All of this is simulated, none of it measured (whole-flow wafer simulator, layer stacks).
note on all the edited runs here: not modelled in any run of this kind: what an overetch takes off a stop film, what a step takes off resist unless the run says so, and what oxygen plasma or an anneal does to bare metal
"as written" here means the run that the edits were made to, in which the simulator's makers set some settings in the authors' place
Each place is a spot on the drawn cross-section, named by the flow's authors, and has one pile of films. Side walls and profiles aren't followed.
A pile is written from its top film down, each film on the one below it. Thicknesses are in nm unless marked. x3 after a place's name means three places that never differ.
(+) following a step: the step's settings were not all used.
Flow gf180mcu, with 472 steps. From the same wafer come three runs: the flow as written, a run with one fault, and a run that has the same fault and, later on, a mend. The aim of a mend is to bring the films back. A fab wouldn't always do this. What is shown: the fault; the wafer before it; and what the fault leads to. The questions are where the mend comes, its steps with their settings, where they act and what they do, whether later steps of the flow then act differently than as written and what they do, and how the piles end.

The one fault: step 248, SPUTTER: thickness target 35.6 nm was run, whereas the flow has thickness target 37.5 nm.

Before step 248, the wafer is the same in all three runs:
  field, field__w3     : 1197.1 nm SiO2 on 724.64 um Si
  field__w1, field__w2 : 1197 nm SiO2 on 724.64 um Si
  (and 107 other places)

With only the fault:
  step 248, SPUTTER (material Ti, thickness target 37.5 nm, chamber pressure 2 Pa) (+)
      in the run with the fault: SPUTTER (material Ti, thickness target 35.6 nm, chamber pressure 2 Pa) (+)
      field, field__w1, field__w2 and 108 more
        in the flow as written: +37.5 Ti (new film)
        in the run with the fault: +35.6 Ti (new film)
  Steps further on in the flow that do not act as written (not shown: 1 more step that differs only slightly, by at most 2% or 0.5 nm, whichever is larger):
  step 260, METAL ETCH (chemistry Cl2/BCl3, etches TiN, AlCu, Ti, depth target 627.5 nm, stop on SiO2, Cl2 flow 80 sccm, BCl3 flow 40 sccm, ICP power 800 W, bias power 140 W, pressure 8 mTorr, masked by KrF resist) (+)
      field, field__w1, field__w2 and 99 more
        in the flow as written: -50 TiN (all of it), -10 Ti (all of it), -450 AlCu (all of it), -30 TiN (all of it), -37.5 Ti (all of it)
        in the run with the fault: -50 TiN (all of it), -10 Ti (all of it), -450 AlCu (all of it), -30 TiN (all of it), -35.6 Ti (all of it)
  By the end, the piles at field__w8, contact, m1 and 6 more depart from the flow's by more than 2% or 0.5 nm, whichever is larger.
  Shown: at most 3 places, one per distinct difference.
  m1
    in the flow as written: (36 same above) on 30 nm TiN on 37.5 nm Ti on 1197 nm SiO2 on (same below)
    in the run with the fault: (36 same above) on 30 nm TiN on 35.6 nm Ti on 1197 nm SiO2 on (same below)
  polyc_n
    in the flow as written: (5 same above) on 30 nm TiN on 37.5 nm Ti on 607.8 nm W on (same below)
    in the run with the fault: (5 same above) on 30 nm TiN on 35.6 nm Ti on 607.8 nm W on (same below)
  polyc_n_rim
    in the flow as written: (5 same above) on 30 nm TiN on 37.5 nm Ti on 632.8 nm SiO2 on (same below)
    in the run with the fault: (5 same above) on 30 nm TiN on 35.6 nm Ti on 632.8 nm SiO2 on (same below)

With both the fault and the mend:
  After step 248 comes the mend.
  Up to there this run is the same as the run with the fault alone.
  step 248a, SPUTTER (material Ti, thickness target 1.9 nm, chamber pressure 2 Pa) (+) (the flow's step 248, run once more with other settings)
      field, field__w1, field__w2 and 108 more
        +1.9 Ti
  None of the later steps of the flow acts differently than as written at any place that is followed.
  The piles end the same as the flow's at every place that both follow.
